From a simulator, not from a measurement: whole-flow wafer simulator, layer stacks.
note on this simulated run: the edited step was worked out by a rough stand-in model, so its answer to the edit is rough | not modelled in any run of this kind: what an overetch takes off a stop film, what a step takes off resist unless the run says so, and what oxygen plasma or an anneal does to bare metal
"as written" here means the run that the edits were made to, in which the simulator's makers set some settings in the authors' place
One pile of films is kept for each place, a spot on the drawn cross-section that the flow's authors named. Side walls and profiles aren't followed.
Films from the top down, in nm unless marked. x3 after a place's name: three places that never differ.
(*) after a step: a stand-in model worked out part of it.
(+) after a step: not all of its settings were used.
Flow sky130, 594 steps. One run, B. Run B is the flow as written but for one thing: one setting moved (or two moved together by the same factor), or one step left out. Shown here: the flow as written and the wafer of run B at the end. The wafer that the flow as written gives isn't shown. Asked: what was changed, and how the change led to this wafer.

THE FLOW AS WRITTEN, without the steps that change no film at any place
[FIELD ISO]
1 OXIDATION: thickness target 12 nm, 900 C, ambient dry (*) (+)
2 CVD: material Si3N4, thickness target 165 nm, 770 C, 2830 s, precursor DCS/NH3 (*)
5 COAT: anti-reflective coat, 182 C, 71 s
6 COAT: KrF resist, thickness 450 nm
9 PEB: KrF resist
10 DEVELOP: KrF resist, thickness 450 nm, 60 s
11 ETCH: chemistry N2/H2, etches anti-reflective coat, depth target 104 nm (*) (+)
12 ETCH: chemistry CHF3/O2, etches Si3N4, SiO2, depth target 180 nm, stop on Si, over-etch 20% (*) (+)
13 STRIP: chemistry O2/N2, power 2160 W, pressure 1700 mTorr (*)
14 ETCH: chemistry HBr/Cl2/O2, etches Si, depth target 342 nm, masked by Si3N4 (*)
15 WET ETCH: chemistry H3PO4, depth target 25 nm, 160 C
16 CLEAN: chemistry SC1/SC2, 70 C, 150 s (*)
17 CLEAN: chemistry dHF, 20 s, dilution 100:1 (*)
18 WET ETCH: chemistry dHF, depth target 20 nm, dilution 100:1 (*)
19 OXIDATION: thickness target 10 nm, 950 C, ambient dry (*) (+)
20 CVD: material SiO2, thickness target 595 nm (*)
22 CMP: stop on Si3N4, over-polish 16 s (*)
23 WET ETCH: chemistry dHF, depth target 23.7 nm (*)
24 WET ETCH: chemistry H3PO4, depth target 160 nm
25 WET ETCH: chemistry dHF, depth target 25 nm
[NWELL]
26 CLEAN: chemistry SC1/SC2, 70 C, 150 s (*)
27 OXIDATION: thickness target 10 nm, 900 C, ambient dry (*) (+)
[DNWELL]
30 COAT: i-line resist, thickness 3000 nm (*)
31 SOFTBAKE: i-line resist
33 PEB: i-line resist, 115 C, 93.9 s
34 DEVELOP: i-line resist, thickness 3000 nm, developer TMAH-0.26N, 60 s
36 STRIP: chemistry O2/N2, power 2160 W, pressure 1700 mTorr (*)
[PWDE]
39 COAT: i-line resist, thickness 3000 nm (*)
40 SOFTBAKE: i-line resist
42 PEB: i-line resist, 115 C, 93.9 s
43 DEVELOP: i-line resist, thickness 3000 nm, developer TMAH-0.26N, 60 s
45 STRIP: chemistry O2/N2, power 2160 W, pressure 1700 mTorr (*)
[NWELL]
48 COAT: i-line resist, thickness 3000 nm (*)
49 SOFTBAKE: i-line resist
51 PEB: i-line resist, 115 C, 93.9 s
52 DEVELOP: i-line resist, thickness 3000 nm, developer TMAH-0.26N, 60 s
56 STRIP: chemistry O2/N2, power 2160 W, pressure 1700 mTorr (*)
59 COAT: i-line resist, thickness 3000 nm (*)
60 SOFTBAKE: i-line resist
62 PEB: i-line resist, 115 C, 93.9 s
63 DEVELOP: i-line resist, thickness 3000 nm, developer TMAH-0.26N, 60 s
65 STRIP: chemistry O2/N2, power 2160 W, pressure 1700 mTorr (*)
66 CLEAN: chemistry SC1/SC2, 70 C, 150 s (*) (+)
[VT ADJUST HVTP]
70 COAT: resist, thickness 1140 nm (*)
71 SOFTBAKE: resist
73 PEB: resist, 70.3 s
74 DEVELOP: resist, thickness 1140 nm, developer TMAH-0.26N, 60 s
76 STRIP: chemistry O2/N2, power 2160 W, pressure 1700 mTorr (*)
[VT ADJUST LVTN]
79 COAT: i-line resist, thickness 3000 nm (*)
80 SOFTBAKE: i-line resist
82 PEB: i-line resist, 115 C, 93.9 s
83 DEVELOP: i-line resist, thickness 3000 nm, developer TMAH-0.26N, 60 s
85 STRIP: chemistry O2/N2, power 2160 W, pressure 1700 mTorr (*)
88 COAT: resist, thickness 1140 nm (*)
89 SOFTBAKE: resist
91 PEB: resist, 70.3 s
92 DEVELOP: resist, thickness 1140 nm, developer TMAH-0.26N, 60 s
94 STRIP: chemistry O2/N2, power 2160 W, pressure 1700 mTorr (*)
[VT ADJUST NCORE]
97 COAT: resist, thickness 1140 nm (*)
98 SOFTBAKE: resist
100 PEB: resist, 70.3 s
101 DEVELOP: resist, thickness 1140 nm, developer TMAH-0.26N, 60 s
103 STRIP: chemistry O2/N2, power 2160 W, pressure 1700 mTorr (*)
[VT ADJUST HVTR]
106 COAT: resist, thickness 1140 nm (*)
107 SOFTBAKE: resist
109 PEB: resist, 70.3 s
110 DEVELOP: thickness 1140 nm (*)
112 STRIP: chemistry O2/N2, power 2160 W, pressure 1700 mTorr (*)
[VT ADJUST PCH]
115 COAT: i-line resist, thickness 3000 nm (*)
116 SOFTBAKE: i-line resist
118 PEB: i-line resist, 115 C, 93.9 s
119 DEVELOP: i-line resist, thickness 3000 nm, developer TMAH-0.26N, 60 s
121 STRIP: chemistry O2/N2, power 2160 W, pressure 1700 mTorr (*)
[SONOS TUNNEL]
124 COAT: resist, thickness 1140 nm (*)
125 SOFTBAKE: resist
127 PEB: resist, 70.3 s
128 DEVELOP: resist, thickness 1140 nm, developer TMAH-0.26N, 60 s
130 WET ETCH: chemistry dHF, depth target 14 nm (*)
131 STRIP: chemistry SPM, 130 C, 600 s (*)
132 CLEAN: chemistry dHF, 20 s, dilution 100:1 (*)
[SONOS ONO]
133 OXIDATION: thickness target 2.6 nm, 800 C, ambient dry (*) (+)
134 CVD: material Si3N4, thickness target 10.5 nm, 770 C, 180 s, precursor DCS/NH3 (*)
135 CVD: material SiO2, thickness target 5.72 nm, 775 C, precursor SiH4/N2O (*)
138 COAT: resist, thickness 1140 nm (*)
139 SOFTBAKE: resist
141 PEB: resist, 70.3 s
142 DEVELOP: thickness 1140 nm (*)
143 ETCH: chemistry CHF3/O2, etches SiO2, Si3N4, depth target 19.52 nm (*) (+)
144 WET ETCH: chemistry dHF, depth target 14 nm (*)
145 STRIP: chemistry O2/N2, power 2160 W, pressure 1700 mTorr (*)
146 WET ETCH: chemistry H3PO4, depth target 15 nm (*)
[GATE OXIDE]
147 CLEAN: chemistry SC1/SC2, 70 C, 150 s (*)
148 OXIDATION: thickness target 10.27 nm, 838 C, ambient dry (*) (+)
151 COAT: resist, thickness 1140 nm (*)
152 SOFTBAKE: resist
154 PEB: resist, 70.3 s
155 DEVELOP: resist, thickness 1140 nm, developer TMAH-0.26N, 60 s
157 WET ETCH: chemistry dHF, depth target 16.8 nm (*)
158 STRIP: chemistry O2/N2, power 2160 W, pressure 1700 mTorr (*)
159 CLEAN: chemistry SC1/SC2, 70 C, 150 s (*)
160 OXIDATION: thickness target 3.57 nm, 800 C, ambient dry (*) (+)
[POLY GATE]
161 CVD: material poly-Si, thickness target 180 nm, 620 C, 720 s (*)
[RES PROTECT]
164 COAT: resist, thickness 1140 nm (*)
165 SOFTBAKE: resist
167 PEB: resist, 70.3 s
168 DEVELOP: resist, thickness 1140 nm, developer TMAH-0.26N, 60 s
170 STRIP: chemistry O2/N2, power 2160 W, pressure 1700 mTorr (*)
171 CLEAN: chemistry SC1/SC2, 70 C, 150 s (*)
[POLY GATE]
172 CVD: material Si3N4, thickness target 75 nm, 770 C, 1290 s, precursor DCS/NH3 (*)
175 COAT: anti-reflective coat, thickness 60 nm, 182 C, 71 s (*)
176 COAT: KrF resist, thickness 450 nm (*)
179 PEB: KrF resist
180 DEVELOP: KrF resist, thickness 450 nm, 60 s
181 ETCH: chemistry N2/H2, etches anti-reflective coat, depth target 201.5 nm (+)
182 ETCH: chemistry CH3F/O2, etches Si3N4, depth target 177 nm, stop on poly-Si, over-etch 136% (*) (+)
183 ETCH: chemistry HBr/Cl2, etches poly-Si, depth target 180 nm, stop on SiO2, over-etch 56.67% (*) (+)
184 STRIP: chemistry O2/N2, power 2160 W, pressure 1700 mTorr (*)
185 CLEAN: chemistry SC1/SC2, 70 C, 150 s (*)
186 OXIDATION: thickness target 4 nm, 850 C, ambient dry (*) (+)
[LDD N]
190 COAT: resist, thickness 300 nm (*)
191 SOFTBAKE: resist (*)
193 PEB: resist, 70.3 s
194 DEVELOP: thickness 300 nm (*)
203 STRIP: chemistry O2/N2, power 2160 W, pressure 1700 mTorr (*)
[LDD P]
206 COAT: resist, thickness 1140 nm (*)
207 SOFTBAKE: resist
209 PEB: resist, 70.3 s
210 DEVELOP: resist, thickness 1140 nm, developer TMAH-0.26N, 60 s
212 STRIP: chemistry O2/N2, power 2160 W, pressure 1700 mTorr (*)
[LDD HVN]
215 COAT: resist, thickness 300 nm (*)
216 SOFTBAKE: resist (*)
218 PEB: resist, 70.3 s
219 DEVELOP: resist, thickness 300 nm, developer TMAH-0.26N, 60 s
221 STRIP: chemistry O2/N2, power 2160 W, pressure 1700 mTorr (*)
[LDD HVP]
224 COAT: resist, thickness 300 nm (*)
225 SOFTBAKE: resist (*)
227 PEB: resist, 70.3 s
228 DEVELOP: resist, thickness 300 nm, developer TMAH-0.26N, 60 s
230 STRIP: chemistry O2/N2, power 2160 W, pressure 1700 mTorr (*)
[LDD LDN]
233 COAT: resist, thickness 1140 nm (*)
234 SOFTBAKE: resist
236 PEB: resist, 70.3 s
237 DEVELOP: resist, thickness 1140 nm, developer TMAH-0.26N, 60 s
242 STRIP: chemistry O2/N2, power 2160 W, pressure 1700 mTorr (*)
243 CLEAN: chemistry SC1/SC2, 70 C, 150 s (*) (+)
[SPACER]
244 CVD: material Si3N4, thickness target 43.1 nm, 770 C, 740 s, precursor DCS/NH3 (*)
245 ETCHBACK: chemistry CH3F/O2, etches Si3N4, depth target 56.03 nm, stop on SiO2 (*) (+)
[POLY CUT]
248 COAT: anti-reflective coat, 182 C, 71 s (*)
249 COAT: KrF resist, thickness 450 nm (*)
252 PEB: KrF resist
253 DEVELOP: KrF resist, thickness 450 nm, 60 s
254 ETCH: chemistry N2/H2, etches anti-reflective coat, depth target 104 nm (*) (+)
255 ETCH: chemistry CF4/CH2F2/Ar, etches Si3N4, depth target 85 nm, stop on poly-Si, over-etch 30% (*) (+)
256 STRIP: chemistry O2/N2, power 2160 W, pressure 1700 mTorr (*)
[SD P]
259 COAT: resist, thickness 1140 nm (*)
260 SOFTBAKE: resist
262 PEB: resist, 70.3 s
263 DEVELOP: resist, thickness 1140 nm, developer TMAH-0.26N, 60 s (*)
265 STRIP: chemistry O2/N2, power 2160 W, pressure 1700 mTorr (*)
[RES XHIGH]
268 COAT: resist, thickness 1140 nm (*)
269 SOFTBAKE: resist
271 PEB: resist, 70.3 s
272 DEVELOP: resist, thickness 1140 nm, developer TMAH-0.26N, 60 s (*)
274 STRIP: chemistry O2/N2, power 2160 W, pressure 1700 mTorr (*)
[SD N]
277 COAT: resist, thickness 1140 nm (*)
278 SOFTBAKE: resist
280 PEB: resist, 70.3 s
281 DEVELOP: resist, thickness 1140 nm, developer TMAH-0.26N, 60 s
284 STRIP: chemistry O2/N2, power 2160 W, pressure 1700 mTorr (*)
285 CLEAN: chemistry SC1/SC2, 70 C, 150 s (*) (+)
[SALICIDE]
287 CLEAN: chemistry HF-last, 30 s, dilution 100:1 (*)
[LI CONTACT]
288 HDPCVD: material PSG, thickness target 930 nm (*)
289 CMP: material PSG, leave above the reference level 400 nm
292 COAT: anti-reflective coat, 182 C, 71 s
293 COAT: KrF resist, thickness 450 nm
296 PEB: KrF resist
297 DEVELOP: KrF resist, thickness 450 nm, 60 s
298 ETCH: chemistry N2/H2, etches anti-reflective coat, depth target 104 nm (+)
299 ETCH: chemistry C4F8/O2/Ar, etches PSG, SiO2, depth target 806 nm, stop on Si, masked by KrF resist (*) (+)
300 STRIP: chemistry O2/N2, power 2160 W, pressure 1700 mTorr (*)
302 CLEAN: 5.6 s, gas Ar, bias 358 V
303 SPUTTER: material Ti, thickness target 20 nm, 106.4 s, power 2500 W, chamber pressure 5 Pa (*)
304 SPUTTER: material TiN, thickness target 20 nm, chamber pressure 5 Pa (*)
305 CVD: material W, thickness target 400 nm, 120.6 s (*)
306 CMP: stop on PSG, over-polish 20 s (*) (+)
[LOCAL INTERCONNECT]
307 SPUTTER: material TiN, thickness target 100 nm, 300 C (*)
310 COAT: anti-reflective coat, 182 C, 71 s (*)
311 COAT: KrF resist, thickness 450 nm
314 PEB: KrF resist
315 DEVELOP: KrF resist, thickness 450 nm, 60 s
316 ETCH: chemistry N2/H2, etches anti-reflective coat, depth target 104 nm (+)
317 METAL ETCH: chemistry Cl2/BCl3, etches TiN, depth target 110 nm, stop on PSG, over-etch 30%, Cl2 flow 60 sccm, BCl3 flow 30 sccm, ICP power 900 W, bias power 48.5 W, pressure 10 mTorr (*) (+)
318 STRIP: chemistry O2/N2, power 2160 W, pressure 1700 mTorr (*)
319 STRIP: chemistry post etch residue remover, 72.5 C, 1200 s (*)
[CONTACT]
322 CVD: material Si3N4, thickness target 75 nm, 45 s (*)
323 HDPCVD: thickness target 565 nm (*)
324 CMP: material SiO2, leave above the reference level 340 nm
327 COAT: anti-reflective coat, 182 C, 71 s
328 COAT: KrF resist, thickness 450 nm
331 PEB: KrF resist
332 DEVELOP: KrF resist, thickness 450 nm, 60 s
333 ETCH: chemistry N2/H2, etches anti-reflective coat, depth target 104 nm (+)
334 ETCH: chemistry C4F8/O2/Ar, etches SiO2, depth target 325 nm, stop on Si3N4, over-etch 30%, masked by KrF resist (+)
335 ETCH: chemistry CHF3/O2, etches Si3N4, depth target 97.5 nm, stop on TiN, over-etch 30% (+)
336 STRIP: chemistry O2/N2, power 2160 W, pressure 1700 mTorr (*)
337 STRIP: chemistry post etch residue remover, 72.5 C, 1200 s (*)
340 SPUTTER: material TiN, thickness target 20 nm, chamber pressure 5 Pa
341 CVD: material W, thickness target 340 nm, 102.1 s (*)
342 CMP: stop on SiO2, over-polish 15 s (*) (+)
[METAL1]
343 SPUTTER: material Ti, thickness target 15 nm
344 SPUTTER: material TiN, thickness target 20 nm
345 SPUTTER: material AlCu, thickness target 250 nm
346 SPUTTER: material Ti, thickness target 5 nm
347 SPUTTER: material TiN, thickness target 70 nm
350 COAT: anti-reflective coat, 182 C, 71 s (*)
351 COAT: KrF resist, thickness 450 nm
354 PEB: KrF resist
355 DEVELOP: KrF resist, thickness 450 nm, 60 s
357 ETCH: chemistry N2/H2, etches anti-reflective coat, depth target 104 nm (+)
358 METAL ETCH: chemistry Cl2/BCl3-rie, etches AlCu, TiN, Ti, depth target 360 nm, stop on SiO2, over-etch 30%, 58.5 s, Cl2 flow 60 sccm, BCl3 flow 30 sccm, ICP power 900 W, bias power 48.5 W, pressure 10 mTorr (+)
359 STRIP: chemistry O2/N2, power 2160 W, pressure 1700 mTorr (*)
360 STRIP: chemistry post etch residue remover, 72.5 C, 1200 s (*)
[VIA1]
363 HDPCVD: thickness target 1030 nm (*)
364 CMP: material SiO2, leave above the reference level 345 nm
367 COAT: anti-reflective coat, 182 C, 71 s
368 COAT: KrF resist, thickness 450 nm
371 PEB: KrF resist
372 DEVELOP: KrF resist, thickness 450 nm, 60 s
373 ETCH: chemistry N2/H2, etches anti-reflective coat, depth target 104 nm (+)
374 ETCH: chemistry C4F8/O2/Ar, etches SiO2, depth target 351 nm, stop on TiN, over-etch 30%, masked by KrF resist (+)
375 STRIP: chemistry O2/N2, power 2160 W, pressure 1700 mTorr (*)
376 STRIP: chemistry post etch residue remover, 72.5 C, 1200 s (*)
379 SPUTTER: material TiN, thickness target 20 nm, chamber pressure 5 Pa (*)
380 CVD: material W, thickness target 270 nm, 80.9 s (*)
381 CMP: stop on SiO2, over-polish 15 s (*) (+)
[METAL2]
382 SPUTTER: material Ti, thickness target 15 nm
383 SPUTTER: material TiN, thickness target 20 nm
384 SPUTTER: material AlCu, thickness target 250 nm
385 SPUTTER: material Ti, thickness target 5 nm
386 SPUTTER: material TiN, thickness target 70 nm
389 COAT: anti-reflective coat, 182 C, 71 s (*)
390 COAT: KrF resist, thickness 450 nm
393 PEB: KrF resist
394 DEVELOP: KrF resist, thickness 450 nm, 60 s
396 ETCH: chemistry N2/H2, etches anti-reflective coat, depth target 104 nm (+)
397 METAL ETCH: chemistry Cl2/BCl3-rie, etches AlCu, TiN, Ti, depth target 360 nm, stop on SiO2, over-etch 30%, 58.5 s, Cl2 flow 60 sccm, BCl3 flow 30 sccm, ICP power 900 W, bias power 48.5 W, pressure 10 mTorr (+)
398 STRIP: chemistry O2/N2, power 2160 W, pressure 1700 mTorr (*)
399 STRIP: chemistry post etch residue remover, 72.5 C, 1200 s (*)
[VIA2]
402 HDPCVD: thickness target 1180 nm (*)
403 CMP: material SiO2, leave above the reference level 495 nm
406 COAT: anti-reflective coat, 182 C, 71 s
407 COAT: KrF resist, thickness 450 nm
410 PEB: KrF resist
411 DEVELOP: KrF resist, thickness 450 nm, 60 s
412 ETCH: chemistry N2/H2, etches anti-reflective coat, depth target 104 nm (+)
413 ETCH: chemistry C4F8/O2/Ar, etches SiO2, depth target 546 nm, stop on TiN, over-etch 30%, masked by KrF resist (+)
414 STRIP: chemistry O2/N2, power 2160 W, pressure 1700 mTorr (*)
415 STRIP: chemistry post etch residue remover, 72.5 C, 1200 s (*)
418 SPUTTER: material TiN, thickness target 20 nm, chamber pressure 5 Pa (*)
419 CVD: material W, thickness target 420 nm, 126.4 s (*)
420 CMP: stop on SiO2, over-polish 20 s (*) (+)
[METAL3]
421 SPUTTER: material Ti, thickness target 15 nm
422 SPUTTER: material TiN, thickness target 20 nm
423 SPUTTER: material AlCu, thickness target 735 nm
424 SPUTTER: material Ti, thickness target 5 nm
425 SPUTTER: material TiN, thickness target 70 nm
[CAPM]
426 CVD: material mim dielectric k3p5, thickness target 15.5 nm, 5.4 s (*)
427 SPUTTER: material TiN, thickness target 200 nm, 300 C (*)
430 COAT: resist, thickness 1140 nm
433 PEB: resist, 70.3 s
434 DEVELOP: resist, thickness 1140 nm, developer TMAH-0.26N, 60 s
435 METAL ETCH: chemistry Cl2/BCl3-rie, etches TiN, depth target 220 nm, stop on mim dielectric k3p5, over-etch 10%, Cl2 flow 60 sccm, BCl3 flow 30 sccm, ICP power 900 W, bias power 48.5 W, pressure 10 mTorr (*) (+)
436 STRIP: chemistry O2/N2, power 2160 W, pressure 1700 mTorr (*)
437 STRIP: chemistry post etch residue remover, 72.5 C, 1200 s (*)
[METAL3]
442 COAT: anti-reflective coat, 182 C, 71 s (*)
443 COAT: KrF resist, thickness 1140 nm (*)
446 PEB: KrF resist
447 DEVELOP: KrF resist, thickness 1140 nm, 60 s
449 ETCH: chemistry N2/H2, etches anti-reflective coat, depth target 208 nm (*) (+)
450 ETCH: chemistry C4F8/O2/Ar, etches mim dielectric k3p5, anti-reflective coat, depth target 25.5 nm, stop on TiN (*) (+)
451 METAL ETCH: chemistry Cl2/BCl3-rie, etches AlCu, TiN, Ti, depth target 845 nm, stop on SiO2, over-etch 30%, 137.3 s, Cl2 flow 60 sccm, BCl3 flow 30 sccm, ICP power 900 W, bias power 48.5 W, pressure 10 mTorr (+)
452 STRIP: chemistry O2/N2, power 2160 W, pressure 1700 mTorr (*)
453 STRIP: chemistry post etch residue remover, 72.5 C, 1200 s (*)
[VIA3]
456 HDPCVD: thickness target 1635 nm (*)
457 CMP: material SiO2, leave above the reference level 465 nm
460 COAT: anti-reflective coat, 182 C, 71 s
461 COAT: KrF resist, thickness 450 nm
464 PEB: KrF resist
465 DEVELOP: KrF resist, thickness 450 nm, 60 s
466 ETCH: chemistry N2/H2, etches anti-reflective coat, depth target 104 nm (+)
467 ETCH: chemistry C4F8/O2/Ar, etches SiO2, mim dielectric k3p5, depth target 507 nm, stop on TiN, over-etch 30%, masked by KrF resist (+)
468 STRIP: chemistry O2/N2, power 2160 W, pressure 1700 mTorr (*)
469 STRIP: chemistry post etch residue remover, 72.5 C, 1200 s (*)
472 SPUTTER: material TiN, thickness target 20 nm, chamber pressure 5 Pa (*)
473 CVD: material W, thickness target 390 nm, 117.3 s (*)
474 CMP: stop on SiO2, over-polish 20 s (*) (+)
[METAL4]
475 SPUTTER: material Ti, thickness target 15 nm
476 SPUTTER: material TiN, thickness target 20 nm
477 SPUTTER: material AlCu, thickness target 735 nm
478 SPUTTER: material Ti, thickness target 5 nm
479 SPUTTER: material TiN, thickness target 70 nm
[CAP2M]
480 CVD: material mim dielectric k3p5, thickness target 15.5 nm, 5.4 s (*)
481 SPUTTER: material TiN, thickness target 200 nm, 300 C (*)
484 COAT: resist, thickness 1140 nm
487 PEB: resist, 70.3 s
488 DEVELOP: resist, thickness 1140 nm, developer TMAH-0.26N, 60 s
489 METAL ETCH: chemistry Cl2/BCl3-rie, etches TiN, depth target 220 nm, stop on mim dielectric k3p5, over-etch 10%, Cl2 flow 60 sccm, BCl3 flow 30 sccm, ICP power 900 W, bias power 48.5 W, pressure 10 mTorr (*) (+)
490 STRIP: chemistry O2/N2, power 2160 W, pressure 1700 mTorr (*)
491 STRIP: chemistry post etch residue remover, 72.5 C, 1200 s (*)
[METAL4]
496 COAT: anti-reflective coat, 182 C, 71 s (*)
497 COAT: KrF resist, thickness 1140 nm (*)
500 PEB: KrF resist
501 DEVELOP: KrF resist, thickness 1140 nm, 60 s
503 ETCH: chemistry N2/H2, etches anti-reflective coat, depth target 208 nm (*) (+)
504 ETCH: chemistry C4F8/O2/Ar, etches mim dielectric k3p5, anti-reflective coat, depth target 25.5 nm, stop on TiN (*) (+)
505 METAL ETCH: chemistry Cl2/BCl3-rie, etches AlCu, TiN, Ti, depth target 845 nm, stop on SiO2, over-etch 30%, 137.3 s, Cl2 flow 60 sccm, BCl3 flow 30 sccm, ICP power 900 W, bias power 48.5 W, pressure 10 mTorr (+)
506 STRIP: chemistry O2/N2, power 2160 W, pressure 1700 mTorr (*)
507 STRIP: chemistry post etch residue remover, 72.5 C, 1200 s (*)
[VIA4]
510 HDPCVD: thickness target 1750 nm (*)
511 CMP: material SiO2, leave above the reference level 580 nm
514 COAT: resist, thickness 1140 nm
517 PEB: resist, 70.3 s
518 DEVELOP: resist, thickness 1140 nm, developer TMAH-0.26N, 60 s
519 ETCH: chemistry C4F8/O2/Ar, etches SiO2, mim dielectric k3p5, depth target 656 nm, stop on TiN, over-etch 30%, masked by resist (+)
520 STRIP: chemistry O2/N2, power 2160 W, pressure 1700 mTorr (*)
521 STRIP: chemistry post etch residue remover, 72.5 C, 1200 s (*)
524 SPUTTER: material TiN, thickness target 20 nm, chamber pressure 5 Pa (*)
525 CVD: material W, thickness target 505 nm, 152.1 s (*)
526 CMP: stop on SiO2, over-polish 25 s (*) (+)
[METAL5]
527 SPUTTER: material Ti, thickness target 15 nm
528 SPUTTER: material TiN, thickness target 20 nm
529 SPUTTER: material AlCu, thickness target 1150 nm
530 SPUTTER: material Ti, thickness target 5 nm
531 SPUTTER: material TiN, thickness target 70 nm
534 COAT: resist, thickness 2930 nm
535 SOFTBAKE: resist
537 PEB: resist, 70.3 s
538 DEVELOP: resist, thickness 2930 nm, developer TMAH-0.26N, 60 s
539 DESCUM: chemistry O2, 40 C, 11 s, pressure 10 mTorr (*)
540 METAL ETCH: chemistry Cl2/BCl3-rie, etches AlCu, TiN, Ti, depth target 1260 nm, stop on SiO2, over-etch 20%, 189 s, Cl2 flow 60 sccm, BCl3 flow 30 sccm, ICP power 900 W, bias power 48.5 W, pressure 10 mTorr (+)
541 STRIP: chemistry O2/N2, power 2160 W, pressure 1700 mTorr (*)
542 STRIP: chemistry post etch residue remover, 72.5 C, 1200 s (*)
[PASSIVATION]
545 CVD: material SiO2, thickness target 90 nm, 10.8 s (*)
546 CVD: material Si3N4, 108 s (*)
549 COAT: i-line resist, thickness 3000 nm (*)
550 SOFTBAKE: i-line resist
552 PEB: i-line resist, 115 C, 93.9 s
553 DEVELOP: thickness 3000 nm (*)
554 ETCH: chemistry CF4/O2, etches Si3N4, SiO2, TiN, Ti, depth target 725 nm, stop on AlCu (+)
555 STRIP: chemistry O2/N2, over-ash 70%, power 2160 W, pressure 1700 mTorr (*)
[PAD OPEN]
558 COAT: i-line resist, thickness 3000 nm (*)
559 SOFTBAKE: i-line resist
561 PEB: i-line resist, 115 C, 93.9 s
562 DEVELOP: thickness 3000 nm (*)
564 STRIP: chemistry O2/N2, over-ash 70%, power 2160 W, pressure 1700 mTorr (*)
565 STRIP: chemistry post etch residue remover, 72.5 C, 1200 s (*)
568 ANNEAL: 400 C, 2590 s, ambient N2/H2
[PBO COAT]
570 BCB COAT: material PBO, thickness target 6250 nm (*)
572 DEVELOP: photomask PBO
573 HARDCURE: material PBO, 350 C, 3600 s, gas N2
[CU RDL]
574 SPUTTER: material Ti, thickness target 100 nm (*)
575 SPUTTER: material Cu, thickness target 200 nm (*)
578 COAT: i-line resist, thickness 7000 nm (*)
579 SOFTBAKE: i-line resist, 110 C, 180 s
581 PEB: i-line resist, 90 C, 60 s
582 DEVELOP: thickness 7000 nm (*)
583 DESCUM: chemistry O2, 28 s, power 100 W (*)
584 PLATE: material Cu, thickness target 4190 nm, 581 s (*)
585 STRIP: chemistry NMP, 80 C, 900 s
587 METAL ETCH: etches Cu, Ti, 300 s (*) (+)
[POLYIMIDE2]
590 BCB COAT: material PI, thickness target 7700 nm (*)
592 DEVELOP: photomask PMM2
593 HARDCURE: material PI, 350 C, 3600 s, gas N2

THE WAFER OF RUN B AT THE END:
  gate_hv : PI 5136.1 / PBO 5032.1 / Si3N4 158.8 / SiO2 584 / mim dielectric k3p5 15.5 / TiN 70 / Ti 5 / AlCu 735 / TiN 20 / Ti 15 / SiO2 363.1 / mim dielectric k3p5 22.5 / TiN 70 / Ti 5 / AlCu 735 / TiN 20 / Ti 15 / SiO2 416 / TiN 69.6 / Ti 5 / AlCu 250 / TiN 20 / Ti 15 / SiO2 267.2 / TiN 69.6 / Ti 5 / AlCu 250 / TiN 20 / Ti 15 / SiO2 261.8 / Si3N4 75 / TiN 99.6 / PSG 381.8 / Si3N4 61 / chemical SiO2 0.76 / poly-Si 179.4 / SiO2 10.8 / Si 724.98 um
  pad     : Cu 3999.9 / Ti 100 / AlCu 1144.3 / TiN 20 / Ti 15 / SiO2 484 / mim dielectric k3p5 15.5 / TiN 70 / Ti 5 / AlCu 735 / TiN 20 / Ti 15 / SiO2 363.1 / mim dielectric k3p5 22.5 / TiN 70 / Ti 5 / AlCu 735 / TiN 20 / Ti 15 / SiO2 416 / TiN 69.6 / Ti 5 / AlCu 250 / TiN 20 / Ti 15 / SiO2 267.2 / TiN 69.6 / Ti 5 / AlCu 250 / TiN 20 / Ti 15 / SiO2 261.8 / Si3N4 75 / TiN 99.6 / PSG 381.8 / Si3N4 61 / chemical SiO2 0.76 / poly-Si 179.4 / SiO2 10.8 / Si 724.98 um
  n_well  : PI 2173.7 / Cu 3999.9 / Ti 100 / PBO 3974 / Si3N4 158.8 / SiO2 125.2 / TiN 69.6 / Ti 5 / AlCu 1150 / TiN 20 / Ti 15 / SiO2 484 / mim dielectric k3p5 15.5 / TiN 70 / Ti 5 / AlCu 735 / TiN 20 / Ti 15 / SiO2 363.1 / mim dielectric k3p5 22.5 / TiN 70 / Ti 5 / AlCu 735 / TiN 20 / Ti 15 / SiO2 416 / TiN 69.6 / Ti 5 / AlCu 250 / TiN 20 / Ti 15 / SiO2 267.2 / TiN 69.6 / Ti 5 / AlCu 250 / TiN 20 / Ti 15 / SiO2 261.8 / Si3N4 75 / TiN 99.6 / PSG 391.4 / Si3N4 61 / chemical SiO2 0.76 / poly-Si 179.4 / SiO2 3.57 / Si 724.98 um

The cause: step 426, CVD: thickness target 22.5 nm was run, where the flow has thickness target 15.5 nm; step 426, CVD: 7.83 s was run, where the flow has 5.4 s.
It can be read off the wafer: gate_hv has mim dielectric k3p5 22.5, and step 426 as written asks for 15.5 nm.

How the change led to this, step by step:
  426 CVD: material mim dielectric k3p5, thickness target 15.5 nm, 5.4 s (*)
      field, active, n_well and 188 more: mim dielectric k3p5 +22.5 (new film) (as written it would be: mim dielectric k3p5 +15.5 (new film))
  450 ETCH: chemistry C4F8/O2/Ar, etches mim dielectric k3p5, anti-reflective coat, depth target 25.5 nm, stop on TiN (*) (+)
      n_well, p_well, gate_hv and 104 more: KrF resist -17 (as written it would be: KrF resist -15.5)
      field, active, gate and 82 more: mim dielectric k3p5 -22.5 (all of it) (as written it would be: mim dielectric k3p5 -15.5 (all of it))
  467 ETCH: chemistry C4F8/O2/Ar, etches SiO2, mim dielectric k3p5, depth target 507 nm, stop on TiN, over-etch 30%, masked by KrF resist (+)
      m1: SiO2 -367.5 (all of it), mim dielectric k3p5 -22.5 (all of it) (as written it would be: SiO2 -374.5 (all of it), mim dielectric k3p5 -15.5 (all of it))
      via3_hole: SiO2 -366.9 (all of it), mim dielectric k3p5 -22.5 (all of it) (as written it would be: SiO2 -373.9 (all of it), mim dielectric k3p5 -15.5 (all of it))
